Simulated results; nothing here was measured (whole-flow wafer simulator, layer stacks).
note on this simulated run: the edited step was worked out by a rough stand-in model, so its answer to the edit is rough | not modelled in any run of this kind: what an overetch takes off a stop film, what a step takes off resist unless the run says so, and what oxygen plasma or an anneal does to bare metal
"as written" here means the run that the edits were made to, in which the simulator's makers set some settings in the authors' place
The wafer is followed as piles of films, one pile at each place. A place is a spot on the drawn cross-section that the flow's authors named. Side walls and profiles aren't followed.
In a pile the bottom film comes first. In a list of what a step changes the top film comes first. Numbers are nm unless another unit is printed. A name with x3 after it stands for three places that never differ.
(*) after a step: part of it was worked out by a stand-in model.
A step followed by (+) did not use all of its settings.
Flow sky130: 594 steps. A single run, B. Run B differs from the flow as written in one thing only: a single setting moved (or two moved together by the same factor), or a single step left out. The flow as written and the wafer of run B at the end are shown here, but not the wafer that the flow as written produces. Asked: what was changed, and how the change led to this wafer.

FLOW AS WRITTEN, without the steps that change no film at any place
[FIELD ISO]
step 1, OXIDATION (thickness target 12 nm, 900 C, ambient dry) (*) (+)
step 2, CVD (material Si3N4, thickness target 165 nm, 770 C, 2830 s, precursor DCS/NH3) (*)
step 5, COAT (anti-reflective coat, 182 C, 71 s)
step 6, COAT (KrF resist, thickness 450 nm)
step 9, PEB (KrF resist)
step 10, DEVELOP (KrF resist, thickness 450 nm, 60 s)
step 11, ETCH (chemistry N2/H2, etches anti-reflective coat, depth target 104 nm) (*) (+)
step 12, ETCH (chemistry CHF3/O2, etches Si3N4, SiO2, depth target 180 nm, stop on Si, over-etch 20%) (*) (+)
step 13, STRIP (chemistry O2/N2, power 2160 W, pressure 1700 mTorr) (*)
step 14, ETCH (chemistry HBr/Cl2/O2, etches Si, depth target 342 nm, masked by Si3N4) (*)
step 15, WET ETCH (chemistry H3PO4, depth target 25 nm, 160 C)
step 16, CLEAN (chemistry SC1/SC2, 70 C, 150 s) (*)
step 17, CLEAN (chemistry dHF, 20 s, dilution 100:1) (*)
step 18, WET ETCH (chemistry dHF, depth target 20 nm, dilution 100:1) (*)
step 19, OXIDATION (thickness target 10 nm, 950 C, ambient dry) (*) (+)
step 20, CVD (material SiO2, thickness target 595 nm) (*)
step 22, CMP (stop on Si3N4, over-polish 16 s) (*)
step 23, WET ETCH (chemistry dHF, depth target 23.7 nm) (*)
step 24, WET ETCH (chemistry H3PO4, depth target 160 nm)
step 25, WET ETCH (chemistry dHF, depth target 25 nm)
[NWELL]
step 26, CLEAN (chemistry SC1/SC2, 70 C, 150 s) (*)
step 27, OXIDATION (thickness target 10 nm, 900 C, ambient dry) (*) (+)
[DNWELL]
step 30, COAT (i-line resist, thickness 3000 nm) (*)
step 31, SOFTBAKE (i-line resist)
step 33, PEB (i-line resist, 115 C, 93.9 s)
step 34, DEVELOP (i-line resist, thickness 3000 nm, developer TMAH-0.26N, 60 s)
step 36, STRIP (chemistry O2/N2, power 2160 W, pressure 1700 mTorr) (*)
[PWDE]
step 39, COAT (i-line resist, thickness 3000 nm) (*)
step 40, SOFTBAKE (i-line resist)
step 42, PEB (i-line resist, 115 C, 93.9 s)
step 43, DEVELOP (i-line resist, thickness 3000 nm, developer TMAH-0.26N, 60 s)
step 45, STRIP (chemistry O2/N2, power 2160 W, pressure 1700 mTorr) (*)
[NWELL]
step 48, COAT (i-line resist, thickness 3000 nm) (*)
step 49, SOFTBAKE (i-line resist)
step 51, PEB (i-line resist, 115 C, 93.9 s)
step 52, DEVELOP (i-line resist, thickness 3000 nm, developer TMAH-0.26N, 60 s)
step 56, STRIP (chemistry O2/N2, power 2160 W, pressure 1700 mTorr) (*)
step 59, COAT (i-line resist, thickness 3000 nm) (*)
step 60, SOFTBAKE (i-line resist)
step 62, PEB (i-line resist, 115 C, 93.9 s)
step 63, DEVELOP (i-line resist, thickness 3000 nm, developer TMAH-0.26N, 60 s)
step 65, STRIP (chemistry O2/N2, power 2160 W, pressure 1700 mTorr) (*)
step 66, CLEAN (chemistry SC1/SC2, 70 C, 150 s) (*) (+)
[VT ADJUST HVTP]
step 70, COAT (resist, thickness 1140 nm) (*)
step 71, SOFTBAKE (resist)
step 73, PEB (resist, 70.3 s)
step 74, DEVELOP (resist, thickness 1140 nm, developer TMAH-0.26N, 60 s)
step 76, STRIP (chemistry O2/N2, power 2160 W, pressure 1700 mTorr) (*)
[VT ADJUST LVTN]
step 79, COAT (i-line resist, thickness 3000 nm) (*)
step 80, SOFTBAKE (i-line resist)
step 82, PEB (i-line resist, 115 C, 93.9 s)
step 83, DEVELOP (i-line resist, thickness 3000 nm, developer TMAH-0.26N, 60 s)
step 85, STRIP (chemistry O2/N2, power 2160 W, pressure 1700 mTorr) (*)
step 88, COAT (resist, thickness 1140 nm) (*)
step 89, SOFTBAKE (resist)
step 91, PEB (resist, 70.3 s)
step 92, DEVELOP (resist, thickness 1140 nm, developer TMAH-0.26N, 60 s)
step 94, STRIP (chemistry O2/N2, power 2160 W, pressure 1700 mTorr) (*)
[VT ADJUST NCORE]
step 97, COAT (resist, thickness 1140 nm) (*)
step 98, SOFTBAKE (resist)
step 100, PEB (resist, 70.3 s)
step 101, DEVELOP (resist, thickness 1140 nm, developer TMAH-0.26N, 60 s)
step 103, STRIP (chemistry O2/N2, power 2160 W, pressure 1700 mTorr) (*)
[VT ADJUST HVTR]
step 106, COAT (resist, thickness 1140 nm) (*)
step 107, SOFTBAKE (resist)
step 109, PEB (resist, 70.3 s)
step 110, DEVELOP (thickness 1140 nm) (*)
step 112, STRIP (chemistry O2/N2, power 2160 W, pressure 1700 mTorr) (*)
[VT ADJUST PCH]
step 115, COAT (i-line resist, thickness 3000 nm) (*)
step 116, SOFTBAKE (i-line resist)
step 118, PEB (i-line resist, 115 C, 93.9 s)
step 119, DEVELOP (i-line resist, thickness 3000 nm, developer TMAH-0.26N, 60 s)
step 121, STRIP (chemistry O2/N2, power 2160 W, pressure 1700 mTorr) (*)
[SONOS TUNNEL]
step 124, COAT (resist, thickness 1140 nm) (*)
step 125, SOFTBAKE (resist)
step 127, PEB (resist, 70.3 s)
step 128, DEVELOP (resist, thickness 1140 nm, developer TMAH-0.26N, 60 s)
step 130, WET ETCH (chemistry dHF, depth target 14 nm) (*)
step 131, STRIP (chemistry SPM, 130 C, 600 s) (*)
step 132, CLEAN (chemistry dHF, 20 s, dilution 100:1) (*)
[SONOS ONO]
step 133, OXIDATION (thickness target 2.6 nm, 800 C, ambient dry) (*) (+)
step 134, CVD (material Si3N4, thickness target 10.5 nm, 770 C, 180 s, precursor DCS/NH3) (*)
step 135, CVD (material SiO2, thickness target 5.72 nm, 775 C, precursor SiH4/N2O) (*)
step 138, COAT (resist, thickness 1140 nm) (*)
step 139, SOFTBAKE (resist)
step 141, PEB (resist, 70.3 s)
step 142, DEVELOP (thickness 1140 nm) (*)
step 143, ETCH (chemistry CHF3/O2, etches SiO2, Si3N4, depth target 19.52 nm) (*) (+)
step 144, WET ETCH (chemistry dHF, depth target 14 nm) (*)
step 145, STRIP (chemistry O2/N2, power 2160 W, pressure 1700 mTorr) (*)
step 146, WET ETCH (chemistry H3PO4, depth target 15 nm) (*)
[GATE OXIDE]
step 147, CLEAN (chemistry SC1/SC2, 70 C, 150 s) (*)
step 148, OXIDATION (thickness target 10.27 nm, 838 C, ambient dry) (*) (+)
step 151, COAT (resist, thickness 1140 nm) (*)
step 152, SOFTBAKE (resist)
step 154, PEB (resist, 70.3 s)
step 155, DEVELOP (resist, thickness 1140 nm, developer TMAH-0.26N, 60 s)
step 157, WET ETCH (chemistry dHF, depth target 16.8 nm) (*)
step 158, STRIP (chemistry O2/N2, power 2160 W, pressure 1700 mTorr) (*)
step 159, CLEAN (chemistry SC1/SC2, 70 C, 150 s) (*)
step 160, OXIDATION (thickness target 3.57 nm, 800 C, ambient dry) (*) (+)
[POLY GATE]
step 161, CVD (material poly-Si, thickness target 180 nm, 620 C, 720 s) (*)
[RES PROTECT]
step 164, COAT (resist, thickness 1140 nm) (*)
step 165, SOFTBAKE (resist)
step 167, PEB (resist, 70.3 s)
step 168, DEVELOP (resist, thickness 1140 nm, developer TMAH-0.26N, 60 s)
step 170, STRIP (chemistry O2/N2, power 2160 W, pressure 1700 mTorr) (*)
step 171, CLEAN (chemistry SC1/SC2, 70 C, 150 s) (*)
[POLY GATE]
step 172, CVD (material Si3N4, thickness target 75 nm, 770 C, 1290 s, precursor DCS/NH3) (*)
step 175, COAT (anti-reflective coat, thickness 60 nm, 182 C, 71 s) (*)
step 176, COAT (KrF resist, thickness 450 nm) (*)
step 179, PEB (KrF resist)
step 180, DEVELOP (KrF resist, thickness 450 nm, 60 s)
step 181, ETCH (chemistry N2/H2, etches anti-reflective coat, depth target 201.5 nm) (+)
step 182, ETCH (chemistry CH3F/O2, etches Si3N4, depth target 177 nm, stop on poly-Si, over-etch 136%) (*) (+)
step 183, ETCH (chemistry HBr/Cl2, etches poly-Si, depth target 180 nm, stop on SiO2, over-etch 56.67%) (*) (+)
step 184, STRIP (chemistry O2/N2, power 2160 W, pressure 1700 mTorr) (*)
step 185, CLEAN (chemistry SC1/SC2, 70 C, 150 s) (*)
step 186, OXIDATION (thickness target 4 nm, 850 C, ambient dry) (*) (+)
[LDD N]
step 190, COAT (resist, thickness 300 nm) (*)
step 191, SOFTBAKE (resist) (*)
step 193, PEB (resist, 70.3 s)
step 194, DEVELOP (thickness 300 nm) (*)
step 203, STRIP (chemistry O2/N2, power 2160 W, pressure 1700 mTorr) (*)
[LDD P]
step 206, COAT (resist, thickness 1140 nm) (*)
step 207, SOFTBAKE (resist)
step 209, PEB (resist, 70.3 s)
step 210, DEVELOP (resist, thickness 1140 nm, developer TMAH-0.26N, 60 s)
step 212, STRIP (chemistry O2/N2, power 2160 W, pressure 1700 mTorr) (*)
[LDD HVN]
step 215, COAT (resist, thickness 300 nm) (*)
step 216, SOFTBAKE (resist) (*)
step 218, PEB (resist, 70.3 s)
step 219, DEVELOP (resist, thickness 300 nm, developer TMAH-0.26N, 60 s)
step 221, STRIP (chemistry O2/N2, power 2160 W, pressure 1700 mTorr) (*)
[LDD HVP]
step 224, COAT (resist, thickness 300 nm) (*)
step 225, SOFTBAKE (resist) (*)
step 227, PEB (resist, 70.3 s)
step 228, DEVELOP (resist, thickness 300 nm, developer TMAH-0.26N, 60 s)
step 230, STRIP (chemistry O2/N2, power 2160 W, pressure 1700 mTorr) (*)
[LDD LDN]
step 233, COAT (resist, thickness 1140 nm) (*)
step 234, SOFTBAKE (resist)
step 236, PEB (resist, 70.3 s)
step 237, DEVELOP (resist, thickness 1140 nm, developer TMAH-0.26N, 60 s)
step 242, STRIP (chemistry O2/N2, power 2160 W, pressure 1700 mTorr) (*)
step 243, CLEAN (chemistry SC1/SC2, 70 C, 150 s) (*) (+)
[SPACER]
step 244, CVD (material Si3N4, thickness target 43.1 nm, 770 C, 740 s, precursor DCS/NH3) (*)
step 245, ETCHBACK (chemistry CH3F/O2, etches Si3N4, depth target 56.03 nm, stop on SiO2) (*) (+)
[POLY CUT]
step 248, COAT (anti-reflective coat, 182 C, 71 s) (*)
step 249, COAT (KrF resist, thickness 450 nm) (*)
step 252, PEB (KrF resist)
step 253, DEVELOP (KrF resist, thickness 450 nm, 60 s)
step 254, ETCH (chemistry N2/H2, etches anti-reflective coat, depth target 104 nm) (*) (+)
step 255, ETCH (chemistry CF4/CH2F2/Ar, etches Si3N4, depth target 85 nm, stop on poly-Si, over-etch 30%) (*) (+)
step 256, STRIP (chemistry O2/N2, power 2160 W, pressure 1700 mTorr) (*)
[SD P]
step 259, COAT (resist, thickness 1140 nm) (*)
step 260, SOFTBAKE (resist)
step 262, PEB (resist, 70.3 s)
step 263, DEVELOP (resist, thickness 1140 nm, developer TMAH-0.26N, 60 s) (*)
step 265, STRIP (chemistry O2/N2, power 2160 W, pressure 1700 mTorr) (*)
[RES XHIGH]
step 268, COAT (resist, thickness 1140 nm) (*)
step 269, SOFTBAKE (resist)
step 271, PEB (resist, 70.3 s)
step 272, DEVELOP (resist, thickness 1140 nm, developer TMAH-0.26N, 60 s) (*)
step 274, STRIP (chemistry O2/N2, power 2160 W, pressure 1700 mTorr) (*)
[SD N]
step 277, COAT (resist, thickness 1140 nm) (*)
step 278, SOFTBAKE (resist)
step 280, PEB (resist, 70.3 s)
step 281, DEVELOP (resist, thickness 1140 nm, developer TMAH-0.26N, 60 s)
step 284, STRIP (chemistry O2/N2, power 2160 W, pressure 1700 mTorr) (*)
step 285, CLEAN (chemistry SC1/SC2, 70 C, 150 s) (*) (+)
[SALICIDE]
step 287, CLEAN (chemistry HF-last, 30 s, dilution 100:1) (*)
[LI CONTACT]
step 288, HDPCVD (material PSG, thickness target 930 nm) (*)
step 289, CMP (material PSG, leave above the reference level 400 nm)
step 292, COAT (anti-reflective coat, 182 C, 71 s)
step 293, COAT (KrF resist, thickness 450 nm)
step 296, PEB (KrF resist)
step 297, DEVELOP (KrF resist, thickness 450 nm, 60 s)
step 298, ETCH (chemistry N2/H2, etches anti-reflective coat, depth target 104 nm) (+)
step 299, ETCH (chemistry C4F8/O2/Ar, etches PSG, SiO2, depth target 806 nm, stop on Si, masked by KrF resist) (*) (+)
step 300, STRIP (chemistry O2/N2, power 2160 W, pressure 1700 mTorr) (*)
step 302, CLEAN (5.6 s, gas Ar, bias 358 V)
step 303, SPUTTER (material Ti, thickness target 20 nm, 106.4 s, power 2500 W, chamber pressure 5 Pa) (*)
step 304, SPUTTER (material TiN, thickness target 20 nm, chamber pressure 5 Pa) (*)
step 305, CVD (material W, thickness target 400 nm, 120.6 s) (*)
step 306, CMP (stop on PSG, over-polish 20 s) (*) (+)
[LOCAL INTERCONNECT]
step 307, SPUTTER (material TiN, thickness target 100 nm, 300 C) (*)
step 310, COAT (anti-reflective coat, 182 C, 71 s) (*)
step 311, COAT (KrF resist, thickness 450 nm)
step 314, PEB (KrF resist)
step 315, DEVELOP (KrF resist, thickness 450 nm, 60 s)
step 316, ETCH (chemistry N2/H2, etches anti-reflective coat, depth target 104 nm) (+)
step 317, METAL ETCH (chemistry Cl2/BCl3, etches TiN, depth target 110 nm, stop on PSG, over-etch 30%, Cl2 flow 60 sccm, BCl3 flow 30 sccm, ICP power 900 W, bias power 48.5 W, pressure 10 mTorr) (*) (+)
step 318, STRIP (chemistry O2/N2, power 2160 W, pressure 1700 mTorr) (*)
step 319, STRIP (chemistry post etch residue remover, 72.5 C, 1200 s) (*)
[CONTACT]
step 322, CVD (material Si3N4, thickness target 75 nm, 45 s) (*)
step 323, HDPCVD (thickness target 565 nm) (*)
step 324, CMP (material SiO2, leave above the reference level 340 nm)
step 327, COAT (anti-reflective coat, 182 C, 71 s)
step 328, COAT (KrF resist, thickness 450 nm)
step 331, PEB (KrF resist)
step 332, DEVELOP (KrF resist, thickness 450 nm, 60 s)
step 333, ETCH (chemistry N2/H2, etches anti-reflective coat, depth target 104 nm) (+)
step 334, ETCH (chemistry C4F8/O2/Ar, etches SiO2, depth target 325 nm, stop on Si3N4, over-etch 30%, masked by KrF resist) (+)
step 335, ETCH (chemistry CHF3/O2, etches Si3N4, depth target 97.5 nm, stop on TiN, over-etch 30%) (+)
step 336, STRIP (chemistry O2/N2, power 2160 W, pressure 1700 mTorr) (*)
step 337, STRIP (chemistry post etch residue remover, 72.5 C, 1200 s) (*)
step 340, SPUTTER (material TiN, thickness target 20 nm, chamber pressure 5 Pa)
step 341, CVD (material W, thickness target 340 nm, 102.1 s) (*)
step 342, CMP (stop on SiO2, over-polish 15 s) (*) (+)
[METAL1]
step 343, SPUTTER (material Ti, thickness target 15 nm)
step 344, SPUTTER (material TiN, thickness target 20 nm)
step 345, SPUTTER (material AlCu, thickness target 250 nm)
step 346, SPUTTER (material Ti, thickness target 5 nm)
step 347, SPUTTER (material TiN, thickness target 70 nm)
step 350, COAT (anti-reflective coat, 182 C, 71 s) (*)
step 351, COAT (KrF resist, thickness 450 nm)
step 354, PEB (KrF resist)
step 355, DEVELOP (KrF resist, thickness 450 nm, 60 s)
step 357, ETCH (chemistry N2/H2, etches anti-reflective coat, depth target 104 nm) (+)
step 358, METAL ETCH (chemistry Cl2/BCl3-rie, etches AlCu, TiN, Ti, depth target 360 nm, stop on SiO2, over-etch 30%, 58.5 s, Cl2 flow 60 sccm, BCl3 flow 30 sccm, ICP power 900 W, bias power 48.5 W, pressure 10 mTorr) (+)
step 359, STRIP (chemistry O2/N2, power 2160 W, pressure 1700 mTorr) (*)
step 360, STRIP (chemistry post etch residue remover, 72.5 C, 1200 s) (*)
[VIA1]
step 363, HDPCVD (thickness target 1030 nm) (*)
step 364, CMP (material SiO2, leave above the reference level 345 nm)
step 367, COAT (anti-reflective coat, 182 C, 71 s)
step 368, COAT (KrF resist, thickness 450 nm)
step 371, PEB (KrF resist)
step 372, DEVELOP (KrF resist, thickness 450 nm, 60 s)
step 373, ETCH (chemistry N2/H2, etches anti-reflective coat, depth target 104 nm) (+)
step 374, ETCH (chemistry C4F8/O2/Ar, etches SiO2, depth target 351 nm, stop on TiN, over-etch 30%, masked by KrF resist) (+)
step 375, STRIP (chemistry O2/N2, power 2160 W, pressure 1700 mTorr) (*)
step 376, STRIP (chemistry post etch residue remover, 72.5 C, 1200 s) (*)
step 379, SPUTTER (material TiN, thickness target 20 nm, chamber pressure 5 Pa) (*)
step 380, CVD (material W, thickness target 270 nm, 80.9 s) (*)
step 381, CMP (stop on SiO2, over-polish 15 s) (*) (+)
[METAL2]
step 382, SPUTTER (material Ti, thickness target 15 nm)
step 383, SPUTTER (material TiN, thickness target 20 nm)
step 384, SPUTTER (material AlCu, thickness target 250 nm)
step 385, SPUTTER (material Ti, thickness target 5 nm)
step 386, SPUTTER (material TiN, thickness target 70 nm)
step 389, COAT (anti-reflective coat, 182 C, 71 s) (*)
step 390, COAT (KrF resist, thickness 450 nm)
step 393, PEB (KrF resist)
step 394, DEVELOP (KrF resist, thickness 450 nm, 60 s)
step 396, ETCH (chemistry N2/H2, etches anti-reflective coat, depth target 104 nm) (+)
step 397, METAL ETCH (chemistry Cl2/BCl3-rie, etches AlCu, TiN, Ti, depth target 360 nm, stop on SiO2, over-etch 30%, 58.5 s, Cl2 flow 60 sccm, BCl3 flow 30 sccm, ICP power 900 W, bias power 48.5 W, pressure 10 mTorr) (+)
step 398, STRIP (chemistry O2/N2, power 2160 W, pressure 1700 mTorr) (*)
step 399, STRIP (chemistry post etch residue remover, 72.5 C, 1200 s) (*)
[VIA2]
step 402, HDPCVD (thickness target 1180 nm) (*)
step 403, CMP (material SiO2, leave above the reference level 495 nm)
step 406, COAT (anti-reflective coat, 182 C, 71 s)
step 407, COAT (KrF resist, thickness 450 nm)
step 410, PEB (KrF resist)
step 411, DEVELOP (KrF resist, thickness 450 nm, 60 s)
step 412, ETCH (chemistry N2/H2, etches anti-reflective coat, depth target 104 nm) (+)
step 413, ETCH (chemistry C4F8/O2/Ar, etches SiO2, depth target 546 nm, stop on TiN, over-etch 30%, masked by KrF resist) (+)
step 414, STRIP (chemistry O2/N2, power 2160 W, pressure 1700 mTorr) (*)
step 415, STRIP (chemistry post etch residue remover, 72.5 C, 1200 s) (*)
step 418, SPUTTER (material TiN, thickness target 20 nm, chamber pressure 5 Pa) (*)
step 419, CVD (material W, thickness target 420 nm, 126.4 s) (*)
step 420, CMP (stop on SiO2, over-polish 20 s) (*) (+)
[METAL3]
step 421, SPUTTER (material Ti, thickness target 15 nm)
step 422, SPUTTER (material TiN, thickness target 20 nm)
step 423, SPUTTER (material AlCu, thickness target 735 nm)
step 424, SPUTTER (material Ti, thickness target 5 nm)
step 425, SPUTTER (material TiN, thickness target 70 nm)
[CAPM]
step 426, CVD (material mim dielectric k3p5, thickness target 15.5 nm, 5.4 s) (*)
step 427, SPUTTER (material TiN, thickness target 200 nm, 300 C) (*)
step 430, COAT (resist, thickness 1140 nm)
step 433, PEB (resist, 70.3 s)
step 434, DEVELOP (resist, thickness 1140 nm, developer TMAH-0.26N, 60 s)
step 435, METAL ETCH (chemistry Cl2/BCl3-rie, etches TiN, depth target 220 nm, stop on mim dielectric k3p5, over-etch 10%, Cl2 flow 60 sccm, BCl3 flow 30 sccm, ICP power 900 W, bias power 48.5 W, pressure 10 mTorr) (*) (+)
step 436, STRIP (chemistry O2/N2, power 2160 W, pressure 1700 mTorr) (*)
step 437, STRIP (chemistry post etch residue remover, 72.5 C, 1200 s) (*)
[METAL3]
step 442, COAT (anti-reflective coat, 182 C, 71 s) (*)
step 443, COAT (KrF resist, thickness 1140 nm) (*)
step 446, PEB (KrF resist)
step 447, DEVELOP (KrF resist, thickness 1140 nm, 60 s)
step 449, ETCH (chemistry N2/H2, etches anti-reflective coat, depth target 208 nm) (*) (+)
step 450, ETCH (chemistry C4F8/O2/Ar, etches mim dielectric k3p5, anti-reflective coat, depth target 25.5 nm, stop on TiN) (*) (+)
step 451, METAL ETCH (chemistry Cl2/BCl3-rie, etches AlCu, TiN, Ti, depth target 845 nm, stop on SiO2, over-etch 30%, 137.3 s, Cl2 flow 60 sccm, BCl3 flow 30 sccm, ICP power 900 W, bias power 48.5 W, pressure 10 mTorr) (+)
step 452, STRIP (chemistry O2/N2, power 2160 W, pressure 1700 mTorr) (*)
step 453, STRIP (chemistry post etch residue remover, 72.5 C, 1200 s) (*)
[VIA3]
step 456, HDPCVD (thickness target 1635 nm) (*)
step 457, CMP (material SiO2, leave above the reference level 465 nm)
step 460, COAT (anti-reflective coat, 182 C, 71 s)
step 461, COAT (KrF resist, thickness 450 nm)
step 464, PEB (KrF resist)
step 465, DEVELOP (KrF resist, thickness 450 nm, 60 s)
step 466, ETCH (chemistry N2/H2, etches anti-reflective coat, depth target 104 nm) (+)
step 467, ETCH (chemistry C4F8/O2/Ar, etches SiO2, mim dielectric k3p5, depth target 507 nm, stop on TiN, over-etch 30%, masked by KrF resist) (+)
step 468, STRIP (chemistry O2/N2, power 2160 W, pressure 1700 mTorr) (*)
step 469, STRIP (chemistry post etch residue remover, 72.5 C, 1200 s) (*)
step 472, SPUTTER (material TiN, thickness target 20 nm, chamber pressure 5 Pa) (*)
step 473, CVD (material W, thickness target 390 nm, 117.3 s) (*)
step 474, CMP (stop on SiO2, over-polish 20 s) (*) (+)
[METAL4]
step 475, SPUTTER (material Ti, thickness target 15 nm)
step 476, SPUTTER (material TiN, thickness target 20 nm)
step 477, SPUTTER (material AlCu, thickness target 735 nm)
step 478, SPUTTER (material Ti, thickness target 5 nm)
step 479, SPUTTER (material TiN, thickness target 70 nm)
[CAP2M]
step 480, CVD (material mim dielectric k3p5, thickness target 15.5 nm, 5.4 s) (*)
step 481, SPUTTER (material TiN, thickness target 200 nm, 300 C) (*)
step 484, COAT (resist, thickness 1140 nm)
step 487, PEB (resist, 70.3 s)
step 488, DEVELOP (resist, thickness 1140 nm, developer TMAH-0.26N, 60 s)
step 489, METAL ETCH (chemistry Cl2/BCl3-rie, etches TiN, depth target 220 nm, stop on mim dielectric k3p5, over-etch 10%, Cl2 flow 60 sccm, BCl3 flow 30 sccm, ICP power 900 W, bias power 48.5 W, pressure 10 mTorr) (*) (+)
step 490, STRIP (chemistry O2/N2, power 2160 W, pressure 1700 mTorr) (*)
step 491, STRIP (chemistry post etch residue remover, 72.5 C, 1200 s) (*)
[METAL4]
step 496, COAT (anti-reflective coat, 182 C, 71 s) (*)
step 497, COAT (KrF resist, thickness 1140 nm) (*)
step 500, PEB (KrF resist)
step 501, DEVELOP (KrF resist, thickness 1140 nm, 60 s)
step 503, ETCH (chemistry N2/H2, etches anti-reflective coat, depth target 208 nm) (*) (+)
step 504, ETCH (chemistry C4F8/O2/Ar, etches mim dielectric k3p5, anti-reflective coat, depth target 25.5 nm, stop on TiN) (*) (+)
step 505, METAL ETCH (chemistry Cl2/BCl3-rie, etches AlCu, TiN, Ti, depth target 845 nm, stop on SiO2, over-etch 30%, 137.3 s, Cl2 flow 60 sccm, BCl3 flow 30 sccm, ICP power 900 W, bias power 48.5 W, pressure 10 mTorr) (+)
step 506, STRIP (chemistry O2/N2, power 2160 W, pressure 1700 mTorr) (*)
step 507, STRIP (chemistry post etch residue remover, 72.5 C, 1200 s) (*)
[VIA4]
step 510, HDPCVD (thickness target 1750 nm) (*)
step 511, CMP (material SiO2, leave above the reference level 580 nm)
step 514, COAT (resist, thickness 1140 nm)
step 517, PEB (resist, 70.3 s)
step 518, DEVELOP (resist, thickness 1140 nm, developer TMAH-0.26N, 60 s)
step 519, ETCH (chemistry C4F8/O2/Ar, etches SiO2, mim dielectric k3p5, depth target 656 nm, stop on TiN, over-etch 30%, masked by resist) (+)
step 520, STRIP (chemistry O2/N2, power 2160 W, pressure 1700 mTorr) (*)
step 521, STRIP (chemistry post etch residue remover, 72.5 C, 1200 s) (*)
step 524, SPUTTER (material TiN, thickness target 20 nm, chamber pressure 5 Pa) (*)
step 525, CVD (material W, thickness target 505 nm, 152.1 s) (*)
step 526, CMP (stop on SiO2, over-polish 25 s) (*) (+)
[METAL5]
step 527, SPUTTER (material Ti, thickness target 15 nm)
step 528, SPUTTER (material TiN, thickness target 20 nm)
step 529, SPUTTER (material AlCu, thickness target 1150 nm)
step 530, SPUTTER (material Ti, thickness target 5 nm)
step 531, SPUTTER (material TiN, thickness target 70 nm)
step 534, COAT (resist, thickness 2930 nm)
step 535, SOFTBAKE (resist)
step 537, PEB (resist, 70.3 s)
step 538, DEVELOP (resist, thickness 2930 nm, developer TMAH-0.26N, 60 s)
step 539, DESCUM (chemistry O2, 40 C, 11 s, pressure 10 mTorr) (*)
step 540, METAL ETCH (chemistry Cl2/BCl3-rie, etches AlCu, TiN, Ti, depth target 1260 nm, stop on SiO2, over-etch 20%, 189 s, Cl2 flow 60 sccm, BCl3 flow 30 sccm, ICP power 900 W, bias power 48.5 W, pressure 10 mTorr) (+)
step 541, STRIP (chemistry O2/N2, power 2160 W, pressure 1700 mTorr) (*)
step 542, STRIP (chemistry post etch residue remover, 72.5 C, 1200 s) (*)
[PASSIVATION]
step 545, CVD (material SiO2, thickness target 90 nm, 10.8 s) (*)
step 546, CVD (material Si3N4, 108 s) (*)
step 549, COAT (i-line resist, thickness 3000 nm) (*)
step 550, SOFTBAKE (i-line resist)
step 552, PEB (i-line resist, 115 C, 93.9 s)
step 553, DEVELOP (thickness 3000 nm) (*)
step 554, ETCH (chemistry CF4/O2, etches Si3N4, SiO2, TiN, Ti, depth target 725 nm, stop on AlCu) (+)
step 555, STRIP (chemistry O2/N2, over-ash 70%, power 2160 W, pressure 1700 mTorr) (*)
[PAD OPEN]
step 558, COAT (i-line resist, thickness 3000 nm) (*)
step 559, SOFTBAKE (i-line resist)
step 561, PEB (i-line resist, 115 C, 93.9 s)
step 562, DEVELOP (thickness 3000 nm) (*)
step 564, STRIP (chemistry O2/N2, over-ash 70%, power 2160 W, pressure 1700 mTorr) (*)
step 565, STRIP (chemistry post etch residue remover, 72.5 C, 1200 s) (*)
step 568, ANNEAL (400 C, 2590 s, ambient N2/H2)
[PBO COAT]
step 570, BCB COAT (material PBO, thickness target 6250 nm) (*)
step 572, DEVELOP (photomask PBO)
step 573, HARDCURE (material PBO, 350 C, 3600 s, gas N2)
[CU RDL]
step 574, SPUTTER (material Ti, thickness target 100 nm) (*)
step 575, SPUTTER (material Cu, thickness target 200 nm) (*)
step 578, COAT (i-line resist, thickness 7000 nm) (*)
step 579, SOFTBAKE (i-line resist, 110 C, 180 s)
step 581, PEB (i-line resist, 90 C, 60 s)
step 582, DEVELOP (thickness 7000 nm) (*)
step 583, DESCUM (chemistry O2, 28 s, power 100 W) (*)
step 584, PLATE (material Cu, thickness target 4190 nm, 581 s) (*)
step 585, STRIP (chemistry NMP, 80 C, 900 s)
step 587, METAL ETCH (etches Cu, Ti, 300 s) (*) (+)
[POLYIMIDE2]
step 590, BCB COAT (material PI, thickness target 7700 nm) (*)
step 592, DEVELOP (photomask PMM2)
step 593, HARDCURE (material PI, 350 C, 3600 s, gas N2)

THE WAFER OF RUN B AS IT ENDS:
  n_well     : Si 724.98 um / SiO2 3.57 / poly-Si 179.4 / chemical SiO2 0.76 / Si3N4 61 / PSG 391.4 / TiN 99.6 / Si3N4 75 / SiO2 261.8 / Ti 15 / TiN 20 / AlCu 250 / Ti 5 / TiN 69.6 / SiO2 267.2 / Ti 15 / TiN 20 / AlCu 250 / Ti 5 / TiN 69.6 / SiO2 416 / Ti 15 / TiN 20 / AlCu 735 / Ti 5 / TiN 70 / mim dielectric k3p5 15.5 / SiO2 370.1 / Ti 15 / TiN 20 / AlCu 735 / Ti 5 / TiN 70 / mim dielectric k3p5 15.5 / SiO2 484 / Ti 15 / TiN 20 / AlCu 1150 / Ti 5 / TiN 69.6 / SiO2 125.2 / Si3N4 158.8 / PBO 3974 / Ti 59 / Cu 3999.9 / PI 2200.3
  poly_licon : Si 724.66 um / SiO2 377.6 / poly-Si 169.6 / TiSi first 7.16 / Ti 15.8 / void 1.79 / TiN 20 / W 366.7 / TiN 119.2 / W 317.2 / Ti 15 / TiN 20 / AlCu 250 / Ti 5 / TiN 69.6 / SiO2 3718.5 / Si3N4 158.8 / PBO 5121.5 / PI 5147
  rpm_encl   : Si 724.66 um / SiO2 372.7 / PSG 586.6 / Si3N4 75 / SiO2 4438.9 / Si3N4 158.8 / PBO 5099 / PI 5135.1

The reason: step 574, SPUTTER: thickness target 59 nm was run, though the flow has thickness target 100 nm.
One can read it off the wafer: n_well has Ti 59, and step 574 as written asks for 100 nm.

The path from the change to this, step by step:
  step 574, SPUTTER (material Ti, thickness target 100 nm) (*)
      field, active, n_well and 190 more: +59 Ti (new film) (as written it would have been: +100 Ti (new film))
  step 587, METAL ETCH (etches Cu, Ti, 300 s) (*) (+)
      field, active, gate and 167 more: -200 Cu (all of it), -59 Ti (all of it) (as written it would have been: -200 Cu (all of it), -100 Ti (all of it))
  step 590, BCB COAT (material PI, thickness target 7700 nm) (*)
      de16_gate_nw: +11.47 um PI (new film) (as written it would have been: +11.5 um PI (new film))
